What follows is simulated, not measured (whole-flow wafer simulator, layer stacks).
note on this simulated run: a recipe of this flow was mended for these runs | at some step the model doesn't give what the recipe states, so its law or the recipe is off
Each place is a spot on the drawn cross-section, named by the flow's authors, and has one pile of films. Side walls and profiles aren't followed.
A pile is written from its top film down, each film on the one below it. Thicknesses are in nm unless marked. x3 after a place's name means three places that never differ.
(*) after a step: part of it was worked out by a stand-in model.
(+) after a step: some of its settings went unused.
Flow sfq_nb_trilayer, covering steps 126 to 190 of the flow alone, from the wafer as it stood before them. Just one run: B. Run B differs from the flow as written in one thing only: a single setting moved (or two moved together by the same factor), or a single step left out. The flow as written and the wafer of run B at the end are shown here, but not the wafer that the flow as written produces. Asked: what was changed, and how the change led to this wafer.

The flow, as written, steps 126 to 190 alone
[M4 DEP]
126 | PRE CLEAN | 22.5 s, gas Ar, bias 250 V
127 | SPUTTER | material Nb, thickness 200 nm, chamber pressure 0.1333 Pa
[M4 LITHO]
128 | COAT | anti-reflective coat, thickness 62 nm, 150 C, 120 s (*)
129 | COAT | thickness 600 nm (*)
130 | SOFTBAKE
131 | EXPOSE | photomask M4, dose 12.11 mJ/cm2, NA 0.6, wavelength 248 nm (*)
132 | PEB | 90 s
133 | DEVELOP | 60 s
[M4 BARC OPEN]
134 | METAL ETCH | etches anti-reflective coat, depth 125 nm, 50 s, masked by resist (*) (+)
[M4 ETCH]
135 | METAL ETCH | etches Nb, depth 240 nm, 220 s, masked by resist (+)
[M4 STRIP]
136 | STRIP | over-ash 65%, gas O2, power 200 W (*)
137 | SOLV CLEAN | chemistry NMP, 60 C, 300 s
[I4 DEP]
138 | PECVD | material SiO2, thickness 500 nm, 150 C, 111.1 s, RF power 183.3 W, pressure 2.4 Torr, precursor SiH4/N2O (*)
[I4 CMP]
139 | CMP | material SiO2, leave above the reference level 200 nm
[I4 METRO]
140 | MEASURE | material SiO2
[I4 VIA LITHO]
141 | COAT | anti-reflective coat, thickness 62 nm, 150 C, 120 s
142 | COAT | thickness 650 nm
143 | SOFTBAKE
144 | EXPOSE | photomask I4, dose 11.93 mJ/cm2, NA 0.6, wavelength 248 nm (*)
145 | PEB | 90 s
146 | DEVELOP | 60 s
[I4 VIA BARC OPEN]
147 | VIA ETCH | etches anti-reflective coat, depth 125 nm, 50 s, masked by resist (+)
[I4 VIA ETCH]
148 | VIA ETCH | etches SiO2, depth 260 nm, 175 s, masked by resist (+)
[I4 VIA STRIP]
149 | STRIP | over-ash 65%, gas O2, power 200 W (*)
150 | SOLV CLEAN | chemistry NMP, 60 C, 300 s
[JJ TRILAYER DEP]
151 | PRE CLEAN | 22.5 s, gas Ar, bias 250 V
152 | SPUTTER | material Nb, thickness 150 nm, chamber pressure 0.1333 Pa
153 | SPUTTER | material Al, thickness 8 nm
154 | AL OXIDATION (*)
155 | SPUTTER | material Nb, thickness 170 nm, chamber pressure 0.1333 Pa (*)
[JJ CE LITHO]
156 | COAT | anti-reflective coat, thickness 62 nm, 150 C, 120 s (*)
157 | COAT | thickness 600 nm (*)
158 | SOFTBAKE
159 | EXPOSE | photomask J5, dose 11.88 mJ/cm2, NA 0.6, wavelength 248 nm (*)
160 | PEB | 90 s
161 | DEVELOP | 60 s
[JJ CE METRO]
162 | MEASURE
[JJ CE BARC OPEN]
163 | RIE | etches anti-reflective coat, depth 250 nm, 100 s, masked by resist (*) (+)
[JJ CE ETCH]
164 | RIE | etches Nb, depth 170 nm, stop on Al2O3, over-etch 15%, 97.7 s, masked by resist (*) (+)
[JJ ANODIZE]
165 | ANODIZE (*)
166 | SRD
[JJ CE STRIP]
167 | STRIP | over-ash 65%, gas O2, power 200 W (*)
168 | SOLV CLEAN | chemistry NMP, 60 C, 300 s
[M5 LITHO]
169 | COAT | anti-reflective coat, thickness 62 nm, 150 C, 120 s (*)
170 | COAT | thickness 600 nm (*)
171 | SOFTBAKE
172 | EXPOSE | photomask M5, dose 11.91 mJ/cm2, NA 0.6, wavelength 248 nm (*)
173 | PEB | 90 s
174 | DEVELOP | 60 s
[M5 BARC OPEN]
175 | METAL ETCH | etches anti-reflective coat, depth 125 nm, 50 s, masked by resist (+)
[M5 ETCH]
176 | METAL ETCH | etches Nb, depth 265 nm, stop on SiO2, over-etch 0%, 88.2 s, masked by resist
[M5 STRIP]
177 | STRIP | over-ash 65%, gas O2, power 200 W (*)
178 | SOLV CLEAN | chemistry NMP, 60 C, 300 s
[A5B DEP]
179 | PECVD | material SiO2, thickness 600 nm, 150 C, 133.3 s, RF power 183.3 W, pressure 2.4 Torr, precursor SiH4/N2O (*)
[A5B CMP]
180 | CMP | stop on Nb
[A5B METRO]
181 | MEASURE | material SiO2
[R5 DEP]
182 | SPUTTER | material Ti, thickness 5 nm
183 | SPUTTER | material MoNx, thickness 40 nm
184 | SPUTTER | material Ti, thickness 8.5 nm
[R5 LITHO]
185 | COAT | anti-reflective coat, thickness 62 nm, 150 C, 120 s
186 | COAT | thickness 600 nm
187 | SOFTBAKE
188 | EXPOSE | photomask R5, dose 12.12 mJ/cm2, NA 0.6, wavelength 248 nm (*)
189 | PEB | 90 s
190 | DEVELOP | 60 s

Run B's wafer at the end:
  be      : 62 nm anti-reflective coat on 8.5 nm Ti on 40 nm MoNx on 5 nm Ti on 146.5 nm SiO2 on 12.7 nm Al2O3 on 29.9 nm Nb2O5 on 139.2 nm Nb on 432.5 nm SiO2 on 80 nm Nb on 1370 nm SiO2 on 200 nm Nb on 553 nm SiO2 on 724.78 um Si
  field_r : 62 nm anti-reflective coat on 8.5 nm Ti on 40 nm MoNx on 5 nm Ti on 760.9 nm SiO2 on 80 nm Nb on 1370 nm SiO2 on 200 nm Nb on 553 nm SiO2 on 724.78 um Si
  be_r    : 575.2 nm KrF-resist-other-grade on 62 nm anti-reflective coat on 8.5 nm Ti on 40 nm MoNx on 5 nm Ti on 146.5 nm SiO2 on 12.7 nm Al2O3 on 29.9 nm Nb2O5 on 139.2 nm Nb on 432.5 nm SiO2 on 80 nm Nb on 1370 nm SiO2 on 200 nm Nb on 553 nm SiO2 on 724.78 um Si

The reason: step 127, SPUTTER: thickness 320 nm was run, though the flow has thickness 200 nm.

How this came from the change, step by step:
  127 | SPUTTER | material Nb, thickness 200 nm, chamber pressure 0.1333 Pa
      field_l, v_sur, via_wl and 102 more: +320 Nb (new film) (it would be, as written: +200 Nb (new film))
      via_v: +264.8 Nb (it would be, as written: +164.5 Nb)
  128 | COAT | anti-reflective coat, thickness 62 nm, 150 C, 120 s (*)
      via_v: +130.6 anti-reflective coat (new film) (it would be, as written: +126.8 anti-reflective coat (new film))
  135 | METAL ETCH | etches Nb, depth 240 nm, 220 s, masked by resist (+)
      field_l, be, be_sur and 64 more: -240 Nb (it would be, as written: -200 Nb (all of it), -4 SiO2)
  136 | STRIP | over-ash 65%, gas O2, power 200 W (*)
      via_v: -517 KrF-resist-other-grade (all of it), -130.6 anti-reflective coat (all of it) (it would be, as written: -503.7 KrF-resist-other-grade (all of it), -126.8 anti-reflective coat (all of it))
  138 | PECVD | material SiO2, thickness 500 nm, 150 C, 111.1 s, RF power 183.3 W, pressure 2.4 Torr, precursor SiH4/N2O (*)
      field_l, be, be_sur and 55 more: +500 SiO2 (new film) (it would be, as written: +500 SiO2)
      p3_s0 x6: +597.1 SiO2 (new film) (it would be, as written: +561.1 SiO2)
      (as well as at 3 more places)
  139 | CMP | material SiO2, leave above the reference level 200 nm
      field_l, be, be_sur and 55 more: -60 SiO2 (it would be, as written: -96 SiO2)
      lsp_r, l0_sur, l0v: -50.3 SiO2 (it would be, as written: -87.7 SiO2)
      (as well as at 1 more place)
If metal films that touch count as one body, be has 4 bodies (between them, from the top down: SiO2 146.5 / Al2O3 12.7 / Nb2O5 29.9; SiO2 432.5; SiO2 1370); the flow as written gives 3 bodies (between them, from the top down: SiO2 146.5 / Al2O3 12.7 / Nb2O5 29.9; SiO2 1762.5).
If metal films that touch count as one body, field_r has 3 bodies (between them, from the top down: SiO2 760.9; SiO2 1370); the flow as written gives 2 bodies (between them, from the top down: SiO2 2090.9).
If metal films that touch count as one body, be_r has 4 bodies (between them, from the top down: SiO2 146.5 / Al2O3 12.7 / Nb2O5 29.9; SiO2 432.5; SiO2 1370); the flow as written gives 3 bodies (between them, from the top down: SiO2 146.5 / Al2O3 12.7 / Nb2O5 29.9; SiO2 1762.5).
